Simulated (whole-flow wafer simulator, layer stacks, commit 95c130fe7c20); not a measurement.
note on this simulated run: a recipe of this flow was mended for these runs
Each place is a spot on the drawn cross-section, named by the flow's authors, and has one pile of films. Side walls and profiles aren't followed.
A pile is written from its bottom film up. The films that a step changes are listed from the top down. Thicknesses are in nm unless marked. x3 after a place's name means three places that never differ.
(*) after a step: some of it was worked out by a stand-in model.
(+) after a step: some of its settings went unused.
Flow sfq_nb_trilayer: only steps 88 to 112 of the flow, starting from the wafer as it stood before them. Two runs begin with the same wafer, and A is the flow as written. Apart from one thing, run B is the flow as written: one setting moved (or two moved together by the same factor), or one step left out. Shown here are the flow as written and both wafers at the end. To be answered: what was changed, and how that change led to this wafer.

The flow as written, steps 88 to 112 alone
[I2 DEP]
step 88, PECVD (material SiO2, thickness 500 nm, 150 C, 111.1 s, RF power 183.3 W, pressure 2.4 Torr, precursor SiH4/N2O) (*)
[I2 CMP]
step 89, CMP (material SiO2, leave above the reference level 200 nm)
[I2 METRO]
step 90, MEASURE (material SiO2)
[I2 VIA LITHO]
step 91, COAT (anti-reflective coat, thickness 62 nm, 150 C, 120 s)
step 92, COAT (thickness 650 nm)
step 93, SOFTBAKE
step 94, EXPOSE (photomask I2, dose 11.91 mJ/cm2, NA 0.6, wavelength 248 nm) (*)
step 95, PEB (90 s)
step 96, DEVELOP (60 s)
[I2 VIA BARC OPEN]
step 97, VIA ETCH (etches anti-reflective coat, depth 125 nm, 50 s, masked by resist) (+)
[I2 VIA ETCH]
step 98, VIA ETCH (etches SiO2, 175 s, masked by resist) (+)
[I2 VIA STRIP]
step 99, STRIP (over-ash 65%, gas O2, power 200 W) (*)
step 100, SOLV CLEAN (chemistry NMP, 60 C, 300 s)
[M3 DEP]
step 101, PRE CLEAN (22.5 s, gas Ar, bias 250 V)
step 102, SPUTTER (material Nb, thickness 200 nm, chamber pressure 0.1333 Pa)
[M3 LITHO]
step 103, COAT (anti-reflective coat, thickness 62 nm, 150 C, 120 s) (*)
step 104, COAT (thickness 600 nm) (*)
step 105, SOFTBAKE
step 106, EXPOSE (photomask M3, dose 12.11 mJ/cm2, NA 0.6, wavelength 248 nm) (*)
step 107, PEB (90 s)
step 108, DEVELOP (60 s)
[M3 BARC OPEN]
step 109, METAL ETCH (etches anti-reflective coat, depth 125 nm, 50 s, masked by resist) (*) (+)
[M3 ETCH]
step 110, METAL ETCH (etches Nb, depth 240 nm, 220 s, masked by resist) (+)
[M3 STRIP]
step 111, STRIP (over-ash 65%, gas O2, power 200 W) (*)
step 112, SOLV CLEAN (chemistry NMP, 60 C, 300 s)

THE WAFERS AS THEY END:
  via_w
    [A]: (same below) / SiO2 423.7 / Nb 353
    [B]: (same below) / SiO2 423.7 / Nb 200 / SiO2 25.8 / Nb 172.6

Cause: step 98, VIA ETCH: 112 s was run, while the flow as written has 175 s.

The path from the change to this, step by step:
  step 98, VIA ETCH (etches SiO2, 175 s, masked by resist) (+)
      via_w: A SiO2 loses 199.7 (all of it), Nb loses 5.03 | B SiO2 loses 166.4
      field_l, v_sur, via_wl and 102 more: A KrF-resist-other-grade loses 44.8 | B KrF-resist-other-grade loses 28.7
  step 99, STRIP (over-ash 65%, gas O2, power 200 W) (*)
      field_l, v_sur, via_wl and 102 more: A KrF-resist-other-grade loses 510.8 (all of it), anti-reflective coat loses 62 (all of it) | B KrF-resist-other-grade loses 527 (all of it), anti-reflective coat loses 62 (all of it)
  step 101, PRE CLEAN (22.5 s, gas Ar, bias 250 V)
      via_w: A Nb loses 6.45 | B SiO2 loses 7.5
  step 102, SPUTTER (material Nb, thickness 200 nm, chamber pressure 0.1333 Pa)
      via_w: A Nb gains 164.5 | B Nb gains 172.6 (new film)
  step 103, COAT (anti-reflective coat, thickness 62 nm, 150 C, 120 s) (*)
      via_wl, via_wr: A anti-reflective coat gains 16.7 (new film) | B anti-reflective coat gains 15.4 (new film)
      v_sur: A anti-reflective coat gains 46 (new film) | B anti-reflective coat gains 44.7 (new film)
      (also at 1 further place)
  step 104, COAT (thickness 600 nm) (*)
      via_w: A KrF-resist-other-grade gains 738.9 (new film) | B KrF-resist-other-grade gains 708.5 (new film)
  step 111, STRIP (over-ash 65%, gas O2, power 200 W) (*)
      v_sur: A KrF-resist-other-grade loses 361 (all of it), anti-reflective coat loses 46 (all of it) | B KrF-resist-other-grade loses 364.8 (all of it), anti-reflective coat loses 44.7 (all of it)
      via_wl: A KrF-resist-other-grade loses 381.1 (all of it), anti-reflective coat loses 16.7 (all of it) | B KrF-resist-other-grade loses 386.3 (all of it), anti-reflective coat loses 15.4 (all of it)
      (also at 2 further places)
With metal films that touch counted as one body, via_w has 3 bodies (between them, from the top down: SiO2 25.8; SiO2 423.7); the flow as written gives 2 bodies (between them, from the top down: SiO2 423.7).
